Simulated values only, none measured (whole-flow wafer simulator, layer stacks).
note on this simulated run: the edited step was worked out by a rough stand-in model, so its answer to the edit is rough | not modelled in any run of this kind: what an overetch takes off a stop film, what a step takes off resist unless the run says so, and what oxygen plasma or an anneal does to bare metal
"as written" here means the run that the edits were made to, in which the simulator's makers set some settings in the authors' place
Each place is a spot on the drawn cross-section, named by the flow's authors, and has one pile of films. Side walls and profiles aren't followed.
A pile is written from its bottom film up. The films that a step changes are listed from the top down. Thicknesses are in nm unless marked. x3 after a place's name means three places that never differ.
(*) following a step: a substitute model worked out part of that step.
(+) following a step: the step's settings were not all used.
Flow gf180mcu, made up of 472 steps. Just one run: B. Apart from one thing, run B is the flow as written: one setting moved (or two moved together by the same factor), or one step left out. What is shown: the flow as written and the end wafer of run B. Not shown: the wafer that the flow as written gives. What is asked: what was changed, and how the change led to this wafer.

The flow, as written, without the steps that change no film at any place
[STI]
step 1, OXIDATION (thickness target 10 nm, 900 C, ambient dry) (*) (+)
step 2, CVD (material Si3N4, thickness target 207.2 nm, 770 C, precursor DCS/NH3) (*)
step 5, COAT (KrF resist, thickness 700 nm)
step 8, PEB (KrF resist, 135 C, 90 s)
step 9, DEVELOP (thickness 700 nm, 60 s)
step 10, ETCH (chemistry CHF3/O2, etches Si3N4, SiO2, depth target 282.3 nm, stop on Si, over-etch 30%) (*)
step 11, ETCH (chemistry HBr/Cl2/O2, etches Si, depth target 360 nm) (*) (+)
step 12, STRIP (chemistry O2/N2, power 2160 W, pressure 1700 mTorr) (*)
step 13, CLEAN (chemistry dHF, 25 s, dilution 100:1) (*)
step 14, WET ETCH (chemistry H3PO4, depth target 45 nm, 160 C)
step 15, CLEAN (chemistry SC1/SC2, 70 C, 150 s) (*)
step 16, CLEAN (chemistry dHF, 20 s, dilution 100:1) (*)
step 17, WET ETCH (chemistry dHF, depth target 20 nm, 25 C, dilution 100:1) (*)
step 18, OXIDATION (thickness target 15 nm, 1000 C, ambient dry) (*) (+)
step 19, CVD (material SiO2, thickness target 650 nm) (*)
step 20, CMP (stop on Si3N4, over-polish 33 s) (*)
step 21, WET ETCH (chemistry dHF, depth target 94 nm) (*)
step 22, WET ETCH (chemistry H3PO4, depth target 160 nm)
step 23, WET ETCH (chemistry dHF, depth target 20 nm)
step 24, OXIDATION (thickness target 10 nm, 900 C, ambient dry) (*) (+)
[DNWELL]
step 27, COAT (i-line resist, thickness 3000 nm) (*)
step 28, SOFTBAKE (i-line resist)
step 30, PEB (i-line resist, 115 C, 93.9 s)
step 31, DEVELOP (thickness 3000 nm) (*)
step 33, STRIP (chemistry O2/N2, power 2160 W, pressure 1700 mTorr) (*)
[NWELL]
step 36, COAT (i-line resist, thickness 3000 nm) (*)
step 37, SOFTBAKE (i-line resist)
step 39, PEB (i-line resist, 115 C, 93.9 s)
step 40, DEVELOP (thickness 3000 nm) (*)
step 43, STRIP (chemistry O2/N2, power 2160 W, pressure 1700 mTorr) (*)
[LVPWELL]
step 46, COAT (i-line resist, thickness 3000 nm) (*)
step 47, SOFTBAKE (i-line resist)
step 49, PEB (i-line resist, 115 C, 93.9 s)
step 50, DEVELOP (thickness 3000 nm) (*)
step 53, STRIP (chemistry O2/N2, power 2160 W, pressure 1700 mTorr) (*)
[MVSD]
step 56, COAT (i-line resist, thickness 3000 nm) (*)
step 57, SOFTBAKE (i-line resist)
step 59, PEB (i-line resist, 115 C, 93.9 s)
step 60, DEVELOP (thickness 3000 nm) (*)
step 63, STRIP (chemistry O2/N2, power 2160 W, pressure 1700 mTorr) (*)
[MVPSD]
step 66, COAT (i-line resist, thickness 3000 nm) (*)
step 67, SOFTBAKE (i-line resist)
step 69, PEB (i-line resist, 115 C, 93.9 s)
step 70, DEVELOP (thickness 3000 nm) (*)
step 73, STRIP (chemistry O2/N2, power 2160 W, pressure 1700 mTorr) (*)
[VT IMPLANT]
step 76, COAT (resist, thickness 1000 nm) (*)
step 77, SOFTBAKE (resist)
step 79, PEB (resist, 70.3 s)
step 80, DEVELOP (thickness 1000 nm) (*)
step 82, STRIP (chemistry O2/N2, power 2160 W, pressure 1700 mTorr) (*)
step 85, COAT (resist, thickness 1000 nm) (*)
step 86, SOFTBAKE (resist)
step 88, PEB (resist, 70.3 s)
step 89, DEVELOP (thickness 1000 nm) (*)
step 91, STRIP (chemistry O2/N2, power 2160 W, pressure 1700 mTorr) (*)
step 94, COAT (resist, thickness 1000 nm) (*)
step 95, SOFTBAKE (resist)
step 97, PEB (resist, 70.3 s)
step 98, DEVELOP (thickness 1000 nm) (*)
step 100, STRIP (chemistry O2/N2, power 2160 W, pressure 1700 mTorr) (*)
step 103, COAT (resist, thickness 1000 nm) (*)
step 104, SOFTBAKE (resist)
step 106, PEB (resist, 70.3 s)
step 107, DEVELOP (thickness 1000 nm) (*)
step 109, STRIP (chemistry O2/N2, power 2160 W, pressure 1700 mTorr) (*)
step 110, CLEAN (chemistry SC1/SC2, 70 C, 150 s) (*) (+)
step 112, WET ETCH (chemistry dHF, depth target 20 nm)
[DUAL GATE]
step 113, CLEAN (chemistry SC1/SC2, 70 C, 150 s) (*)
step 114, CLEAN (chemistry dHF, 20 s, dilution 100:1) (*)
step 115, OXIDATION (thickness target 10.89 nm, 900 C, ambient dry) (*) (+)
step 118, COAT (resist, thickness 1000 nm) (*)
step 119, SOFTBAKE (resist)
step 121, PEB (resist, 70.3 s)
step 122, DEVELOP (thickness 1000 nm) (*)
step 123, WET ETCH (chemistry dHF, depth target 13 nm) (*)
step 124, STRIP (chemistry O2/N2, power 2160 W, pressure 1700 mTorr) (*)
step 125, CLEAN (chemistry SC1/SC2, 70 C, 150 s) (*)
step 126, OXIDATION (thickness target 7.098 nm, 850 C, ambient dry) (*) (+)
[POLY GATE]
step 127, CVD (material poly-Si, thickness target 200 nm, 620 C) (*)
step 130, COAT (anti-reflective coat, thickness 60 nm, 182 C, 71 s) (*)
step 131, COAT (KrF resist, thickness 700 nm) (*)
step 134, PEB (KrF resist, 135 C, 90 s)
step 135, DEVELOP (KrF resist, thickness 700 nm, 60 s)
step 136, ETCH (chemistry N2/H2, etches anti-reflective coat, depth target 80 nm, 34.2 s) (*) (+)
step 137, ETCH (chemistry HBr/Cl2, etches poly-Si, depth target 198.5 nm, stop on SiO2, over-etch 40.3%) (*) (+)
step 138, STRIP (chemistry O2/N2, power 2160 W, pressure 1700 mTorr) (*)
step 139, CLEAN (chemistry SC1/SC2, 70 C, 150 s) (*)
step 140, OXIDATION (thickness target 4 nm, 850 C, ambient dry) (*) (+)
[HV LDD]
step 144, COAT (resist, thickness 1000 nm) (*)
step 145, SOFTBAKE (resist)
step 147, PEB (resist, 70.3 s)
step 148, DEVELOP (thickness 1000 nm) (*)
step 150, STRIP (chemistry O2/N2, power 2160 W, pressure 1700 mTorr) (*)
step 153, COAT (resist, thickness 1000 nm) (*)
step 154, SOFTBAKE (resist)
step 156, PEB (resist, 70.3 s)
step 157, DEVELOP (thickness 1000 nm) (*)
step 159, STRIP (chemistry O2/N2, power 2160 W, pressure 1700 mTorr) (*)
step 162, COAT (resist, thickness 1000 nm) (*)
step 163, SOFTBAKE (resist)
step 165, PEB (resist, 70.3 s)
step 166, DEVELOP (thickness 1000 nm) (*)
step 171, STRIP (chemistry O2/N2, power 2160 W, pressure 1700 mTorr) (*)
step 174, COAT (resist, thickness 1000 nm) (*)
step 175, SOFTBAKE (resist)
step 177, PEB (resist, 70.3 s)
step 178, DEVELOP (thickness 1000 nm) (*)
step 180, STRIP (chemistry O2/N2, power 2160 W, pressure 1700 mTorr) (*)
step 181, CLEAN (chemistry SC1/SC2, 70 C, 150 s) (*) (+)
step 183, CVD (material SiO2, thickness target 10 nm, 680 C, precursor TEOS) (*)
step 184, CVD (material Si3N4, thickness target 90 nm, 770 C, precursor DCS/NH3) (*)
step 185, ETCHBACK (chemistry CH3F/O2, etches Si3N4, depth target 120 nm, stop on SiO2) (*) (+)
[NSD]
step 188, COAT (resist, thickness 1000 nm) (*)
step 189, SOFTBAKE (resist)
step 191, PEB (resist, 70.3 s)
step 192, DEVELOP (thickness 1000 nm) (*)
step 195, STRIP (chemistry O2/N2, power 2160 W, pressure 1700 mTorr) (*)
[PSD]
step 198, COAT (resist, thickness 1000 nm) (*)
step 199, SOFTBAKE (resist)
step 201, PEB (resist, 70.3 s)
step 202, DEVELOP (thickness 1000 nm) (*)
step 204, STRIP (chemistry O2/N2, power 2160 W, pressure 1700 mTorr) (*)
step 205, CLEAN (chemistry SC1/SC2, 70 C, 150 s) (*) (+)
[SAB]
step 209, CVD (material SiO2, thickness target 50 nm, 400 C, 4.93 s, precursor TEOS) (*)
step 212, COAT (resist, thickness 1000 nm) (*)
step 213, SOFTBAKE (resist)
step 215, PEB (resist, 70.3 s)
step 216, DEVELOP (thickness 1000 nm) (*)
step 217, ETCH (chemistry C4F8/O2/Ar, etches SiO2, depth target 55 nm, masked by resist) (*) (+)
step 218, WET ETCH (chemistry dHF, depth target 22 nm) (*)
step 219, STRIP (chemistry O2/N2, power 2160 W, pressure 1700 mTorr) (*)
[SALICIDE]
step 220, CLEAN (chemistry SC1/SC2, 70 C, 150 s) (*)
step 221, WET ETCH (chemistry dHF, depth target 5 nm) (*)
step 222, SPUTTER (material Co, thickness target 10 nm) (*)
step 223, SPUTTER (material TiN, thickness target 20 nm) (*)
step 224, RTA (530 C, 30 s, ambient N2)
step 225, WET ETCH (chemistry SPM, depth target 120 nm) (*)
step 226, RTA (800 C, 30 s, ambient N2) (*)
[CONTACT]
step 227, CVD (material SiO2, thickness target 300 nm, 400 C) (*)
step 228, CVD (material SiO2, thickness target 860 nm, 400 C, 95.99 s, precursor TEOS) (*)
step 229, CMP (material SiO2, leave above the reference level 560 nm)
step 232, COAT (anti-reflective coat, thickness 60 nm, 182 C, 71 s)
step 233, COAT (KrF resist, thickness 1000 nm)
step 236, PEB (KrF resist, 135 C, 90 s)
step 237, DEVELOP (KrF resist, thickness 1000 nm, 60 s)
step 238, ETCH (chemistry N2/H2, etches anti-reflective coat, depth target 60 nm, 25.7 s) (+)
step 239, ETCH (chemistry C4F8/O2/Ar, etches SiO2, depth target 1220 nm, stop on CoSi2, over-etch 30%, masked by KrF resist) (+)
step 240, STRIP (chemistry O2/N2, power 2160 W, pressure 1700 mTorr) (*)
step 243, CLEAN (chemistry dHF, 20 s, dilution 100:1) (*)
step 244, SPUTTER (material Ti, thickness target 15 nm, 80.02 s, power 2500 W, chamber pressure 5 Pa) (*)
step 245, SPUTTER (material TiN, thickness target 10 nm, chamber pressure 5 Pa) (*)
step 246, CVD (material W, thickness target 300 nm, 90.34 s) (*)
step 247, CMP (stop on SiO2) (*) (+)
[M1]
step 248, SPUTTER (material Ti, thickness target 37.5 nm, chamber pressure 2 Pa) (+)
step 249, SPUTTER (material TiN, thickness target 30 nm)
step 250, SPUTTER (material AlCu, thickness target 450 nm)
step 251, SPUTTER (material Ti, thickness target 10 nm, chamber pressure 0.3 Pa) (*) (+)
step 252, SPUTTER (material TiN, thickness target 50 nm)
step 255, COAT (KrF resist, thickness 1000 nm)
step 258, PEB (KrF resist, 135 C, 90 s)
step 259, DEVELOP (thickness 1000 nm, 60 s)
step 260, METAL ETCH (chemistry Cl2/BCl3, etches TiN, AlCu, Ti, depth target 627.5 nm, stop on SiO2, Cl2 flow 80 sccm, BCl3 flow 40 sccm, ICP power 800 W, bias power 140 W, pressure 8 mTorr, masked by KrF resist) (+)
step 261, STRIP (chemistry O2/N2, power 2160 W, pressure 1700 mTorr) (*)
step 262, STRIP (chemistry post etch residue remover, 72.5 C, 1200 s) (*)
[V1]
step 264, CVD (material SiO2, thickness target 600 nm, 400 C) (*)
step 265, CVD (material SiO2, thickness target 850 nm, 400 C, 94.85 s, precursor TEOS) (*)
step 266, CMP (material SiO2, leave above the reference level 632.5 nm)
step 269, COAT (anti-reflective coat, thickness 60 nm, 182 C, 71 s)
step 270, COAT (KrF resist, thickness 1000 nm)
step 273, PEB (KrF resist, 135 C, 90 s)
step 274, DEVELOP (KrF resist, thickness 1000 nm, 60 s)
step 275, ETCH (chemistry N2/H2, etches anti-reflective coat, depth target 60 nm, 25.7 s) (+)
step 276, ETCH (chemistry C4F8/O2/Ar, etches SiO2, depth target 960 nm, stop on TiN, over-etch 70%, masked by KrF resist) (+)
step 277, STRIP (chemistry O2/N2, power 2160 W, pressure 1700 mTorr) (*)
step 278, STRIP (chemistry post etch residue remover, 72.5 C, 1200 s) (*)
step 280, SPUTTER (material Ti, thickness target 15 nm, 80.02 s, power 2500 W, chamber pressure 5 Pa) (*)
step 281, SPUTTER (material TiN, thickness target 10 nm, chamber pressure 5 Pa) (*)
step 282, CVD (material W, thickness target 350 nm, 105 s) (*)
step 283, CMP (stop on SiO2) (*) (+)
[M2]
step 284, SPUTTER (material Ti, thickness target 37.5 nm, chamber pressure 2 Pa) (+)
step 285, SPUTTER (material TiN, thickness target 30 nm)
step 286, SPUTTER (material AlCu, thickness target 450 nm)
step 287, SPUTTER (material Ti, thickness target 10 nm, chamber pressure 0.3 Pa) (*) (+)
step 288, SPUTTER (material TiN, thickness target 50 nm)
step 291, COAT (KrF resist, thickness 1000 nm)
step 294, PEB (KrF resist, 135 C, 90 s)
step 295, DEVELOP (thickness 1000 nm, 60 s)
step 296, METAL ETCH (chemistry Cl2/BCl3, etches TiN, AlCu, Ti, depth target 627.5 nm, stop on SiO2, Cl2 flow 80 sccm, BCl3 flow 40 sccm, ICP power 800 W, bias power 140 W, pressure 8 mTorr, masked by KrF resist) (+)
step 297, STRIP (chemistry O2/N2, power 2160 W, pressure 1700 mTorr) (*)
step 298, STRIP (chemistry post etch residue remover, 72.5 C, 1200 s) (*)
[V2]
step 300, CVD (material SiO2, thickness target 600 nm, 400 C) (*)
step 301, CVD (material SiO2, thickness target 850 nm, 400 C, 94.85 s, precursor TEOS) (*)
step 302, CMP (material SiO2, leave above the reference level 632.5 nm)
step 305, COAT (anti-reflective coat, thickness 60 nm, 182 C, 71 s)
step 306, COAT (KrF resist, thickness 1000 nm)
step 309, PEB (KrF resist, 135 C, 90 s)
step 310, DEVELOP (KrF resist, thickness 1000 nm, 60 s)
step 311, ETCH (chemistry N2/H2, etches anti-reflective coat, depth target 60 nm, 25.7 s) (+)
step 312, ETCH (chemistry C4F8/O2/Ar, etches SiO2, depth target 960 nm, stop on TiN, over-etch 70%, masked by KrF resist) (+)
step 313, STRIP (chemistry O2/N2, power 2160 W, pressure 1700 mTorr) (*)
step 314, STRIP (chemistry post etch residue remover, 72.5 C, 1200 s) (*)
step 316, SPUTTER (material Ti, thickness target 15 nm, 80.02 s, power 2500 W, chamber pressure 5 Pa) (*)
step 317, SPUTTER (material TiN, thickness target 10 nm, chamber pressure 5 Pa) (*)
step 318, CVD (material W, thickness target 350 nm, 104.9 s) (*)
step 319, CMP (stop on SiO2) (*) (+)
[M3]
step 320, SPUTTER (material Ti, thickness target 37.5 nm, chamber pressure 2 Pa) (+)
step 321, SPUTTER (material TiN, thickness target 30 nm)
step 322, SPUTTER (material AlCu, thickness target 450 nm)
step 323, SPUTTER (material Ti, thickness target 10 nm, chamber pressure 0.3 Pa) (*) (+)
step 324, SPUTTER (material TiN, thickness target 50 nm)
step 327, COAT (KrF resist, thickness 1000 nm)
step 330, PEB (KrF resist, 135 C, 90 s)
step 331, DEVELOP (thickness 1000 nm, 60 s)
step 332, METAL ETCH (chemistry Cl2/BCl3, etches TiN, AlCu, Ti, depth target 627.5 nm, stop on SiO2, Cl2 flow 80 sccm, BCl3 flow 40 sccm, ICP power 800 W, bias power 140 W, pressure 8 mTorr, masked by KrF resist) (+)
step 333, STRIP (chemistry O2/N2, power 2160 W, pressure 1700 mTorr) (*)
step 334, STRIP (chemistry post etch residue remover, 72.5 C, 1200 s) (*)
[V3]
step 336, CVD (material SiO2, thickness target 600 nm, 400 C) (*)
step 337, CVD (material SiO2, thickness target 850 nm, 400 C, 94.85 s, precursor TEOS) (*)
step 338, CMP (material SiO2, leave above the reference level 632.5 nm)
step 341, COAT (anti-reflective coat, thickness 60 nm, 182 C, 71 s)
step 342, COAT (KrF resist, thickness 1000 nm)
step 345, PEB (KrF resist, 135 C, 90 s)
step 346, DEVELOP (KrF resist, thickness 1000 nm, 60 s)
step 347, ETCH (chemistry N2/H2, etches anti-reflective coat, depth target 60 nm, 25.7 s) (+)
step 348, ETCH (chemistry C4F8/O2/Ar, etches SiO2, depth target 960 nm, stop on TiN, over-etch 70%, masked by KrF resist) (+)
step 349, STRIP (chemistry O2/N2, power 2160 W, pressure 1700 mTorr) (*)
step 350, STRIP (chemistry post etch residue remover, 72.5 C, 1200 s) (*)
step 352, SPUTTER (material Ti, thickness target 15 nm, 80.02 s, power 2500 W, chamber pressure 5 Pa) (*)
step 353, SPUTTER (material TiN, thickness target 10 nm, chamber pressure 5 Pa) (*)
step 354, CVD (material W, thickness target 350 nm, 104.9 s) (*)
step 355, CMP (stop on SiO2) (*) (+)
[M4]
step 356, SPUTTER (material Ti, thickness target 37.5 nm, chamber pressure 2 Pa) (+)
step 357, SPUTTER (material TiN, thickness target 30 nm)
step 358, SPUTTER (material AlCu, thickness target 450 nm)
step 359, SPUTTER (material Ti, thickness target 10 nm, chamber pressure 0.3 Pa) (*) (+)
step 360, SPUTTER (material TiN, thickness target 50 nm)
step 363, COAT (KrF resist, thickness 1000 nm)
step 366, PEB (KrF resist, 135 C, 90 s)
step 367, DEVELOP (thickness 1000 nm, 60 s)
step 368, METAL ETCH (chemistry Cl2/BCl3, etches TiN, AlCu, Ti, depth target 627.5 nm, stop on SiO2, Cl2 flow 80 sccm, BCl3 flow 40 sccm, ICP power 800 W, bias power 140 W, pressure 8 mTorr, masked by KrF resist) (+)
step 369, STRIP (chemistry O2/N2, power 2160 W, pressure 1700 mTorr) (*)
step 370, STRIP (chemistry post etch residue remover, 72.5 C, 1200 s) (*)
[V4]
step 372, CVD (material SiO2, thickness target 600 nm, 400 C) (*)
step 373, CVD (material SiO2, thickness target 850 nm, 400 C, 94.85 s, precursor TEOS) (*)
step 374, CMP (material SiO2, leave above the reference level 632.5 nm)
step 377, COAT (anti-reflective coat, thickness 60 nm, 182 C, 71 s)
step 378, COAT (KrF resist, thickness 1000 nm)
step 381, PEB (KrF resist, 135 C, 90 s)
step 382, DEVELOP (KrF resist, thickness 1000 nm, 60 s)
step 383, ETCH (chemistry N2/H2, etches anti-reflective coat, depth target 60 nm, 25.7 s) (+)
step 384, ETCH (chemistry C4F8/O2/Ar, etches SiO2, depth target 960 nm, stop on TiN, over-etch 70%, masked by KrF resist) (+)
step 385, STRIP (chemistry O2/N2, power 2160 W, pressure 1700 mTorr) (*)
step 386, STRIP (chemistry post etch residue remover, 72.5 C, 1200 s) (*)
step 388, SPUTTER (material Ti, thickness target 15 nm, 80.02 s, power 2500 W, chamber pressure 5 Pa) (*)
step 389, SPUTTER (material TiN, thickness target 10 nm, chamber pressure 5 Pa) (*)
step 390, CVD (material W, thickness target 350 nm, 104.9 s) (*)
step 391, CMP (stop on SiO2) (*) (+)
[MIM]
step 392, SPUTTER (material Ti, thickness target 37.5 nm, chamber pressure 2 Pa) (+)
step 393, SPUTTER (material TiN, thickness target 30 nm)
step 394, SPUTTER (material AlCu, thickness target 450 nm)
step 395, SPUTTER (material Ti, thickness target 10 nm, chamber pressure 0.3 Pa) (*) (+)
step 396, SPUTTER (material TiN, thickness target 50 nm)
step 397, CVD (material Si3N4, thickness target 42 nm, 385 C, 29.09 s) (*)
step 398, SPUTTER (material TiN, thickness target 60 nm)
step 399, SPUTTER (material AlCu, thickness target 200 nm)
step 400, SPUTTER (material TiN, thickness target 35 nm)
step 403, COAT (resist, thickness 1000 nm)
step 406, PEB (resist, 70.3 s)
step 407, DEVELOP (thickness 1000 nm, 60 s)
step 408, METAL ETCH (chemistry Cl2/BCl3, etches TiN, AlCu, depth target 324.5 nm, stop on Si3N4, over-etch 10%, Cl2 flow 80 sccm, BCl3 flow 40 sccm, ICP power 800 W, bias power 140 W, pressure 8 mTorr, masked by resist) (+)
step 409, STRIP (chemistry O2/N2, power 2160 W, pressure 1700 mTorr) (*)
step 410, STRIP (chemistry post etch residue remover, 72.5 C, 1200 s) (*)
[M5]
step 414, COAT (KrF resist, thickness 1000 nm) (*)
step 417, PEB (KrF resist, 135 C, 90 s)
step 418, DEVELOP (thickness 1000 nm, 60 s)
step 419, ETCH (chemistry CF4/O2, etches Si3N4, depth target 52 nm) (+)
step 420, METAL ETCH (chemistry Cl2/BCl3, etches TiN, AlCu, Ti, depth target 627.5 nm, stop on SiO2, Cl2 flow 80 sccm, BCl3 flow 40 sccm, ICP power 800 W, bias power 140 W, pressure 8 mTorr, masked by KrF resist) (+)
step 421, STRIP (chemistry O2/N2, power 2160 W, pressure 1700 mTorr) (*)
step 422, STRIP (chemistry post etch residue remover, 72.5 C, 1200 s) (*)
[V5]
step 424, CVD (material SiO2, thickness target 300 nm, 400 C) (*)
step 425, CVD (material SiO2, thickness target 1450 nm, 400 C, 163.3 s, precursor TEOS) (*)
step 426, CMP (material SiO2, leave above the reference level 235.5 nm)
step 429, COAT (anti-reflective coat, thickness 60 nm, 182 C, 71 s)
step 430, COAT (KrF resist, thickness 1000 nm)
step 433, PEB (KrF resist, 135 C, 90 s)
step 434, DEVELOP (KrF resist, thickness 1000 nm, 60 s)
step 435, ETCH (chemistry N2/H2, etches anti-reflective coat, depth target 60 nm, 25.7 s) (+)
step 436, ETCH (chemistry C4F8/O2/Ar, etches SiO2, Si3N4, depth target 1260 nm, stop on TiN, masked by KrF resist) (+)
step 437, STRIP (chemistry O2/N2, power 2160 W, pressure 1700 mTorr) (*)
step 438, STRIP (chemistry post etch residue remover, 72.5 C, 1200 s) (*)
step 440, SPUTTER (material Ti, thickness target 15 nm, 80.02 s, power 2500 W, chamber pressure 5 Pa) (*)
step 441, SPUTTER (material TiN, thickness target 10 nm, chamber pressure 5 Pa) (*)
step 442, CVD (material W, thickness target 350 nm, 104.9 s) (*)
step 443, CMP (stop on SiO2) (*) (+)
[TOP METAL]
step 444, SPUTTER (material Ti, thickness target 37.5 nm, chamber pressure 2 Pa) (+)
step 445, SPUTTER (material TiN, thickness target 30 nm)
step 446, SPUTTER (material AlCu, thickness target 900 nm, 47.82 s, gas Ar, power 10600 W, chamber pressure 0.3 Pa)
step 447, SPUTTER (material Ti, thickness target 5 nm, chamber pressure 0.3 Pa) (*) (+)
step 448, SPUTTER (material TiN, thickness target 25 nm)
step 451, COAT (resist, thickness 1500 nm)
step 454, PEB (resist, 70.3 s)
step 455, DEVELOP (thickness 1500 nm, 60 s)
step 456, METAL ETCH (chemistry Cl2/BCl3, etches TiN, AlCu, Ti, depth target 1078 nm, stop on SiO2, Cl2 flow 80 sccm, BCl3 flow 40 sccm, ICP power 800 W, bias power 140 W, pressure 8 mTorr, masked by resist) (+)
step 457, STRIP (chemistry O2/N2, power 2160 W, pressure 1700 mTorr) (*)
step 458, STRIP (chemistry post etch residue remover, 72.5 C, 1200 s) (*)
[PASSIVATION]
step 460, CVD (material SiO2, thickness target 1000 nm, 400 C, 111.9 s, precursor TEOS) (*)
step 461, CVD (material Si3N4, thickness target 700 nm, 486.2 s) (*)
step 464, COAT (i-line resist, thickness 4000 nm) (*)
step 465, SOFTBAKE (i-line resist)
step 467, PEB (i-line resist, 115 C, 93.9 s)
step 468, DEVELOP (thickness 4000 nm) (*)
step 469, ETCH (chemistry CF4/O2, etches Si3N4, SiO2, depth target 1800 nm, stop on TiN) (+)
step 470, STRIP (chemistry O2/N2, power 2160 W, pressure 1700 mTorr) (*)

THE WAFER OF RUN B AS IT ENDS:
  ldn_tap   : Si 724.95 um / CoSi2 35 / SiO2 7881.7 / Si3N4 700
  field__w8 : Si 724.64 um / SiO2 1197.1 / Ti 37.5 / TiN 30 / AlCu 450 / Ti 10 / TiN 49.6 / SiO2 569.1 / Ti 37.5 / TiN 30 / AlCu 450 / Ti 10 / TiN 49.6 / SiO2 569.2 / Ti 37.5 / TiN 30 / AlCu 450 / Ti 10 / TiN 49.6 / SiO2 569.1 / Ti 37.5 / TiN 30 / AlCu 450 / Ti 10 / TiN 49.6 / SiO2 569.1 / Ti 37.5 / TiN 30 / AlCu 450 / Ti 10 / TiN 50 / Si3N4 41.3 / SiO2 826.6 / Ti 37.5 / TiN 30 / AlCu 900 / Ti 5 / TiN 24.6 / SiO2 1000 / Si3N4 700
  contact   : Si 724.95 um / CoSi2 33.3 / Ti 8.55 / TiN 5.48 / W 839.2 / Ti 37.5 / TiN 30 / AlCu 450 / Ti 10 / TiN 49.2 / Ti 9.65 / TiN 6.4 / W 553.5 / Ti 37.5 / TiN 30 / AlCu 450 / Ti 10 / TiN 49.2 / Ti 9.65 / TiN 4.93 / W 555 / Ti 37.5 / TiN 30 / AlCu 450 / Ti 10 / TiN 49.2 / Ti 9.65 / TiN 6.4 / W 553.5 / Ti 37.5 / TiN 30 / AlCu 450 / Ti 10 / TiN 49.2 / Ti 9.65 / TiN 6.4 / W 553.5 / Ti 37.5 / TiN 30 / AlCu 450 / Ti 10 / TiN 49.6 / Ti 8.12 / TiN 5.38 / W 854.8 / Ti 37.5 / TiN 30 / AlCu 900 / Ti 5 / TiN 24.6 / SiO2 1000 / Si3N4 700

The reason: step 317, SPUTTER: thickness target 7.7 nm was run, while the flow as written has thickness target 10 nm.

How this came from the change, step by step:
  step 317, SPUTTER (material TiN, thickness target 10 nm, chamber pressure 5 Pa) (*)
      field, field__w1, field__w2 and 107 more: +7.7 TiN (new film) (in the flow as written it would be: +10 TiN (new film))
      contact: +4.93 TiN (new film) (in the flow as written it would be: +6.4 TiN (new film))
  step 319, CMP (stop on SiO2) (*) (+)
      field, field__w1, field__w2 and 107 more: -350 W (all of it), -7.7 TiN (all of it), -15 Ti (all of it), -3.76 SiO2 (in the flow as written it would be: -350 W (all of it), -10 TiN (all of it), -15 Ti (all of it), -3.78 SiO2)
